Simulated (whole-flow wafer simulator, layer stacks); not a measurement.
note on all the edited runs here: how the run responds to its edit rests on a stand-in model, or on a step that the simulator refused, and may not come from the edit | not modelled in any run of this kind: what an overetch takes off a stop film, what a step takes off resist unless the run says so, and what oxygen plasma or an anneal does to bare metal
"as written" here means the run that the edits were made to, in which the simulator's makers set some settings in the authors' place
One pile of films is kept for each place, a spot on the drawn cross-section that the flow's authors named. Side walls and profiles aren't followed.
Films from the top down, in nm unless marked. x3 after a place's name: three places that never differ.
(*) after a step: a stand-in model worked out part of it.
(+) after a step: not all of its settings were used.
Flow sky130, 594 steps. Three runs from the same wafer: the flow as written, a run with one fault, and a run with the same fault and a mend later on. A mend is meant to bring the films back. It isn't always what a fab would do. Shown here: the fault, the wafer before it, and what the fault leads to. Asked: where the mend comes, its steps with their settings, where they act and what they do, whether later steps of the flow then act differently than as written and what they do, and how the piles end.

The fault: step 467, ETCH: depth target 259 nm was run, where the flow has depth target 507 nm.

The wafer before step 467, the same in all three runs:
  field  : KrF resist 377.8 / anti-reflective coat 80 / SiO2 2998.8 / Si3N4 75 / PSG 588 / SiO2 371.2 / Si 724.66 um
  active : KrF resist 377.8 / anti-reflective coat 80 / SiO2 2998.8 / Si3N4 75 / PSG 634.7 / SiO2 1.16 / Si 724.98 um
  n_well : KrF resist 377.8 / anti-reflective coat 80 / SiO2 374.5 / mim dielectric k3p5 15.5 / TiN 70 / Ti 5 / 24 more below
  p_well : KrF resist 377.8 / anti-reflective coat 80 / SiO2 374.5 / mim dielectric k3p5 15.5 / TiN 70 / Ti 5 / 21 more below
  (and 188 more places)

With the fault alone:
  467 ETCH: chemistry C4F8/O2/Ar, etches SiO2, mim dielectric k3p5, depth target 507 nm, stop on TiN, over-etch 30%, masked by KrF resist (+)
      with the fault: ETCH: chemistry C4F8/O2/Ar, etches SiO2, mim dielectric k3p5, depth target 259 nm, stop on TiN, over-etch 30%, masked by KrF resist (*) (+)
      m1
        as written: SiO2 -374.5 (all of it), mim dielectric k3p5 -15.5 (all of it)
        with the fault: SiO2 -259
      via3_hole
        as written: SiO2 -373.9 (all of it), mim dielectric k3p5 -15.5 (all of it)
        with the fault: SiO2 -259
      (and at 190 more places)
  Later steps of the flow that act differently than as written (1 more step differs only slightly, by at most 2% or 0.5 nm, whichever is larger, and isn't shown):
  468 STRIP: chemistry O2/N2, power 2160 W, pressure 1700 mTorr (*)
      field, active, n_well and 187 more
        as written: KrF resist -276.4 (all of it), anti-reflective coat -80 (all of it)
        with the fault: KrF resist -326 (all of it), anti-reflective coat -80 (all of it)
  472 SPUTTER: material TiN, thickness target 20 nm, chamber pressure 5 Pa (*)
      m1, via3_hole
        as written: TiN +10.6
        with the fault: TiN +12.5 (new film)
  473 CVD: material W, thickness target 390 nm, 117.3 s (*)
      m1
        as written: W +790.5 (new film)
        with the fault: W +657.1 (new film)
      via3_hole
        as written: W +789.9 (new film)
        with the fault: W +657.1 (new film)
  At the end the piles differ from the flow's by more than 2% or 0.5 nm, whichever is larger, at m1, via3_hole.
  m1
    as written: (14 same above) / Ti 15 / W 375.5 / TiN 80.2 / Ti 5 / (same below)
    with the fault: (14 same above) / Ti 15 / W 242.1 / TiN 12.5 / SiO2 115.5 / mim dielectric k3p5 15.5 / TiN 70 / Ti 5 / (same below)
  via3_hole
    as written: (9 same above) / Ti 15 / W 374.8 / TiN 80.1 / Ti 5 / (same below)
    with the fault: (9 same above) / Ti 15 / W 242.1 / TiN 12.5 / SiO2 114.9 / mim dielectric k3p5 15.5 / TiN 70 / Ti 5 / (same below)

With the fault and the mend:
  The mend comes after step 467.
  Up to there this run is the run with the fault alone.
  467a ETCH: chemistry C4F8/O2/Ar, etches SiO2, mim dielectric k3p5, depth target 248 nm, stop on TiN, over-etch 30%, masked by KrF resist (+) (the flow's step 467 once more, with other settings)
      field, active, n_well and 187 more
        KrF resist -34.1
      m1
        SiO2 -115.5 (all of it), mim dielectric k3p5 -15.5 (all of it)
      via3_hole
        SiO2 -114.9 (all of it), mim dielectric k3p5 -15.5 (all of it)
  Later steps of the flow that act differently than as written:
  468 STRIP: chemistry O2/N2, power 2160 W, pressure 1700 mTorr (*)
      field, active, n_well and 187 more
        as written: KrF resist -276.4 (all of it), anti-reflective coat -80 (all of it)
        with the mend: KrF resist -292 (all of it), anti-reflective coat -80 (all of it)
  At the end the piles are the same as the flow's at every place that both follow.
